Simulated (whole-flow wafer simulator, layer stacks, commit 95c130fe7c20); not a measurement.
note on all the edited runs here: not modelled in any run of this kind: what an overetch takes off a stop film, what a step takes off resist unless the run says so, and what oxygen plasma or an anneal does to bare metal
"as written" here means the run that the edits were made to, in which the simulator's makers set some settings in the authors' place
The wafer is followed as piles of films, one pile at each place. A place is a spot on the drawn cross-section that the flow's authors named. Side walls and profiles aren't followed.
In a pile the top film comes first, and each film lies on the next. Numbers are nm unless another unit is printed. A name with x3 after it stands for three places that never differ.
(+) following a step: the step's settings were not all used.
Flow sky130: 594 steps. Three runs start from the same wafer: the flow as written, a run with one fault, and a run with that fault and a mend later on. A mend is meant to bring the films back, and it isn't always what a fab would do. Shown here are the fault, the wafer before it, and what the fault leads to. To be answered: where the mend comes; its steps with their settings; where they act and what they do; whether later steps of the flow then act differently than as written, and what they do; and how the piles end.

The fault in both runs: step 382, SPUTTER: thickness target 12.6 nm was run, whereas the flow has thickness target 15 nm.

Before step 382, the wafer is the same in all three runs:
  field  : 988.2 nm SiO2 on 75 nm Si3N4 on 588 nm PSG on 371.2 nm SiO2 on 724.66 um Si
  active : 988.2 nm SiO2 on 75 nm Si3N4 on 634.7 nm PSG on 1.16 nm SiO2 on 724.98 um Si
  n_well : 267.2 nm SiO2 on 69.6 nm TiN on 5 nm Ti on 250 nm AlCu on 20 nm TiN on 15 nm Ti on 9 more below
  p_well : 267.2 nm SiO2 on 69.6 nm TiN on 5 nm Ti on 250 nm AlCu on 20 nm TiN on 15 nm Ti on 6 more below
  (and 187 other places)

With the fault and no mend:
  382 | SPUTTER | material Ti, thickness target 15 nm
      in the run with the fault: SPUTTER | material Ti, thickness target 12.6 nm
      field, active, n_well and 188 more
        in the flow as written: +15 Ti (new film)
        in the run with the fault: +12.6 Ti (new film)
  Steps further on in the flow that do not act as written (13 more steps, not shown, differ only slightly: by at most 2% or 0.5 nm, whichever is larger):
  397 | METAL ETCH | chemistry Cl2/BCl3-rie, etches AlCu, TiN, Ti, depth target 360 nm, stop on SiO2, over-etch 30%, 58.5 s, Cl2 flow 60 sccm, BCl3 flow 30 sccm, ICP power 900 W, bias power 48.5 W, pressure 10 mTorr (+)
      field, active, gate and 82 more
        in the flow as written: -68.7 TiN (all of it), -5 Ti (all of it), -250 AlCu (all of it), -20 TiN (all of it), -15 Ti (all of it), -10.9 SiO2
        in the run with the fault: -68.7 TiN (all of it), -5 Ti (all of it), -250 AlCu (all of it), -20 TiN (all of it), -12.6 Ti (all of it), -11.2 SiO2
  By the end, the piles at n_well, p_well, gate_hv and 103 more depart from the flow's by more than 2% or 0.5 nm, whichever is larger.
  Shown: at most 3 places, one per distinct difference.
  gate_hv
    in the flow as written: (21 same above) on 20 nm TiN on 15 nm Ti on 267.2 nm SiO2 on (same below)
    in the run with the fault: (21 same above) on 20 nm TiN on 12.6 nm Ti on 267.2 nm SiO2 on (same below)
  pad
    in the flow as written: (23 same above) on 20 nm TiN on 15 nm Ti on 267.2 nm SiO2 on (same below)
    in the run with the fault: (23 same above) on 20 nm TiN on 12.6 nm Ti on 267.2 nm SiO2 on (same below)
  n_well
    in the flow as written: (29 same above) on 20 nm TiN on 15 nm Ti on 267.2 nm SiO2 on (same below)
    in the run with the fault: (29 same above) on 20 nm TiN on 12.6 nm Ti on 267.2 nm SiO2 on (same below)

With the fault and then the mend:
  The mend follows step 382.
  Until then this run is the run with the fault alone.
  382a | SPUTTER | material Ti, thickness target 2.4 nm (a further turn of the flow's step 382, with different settings)
      field, active, n_well and 188 more
        +2.4 Ti
  Later steps of the flow that are run all act as written at every place that is followed.
  The piles end the same as the flow's at every place that both follow.
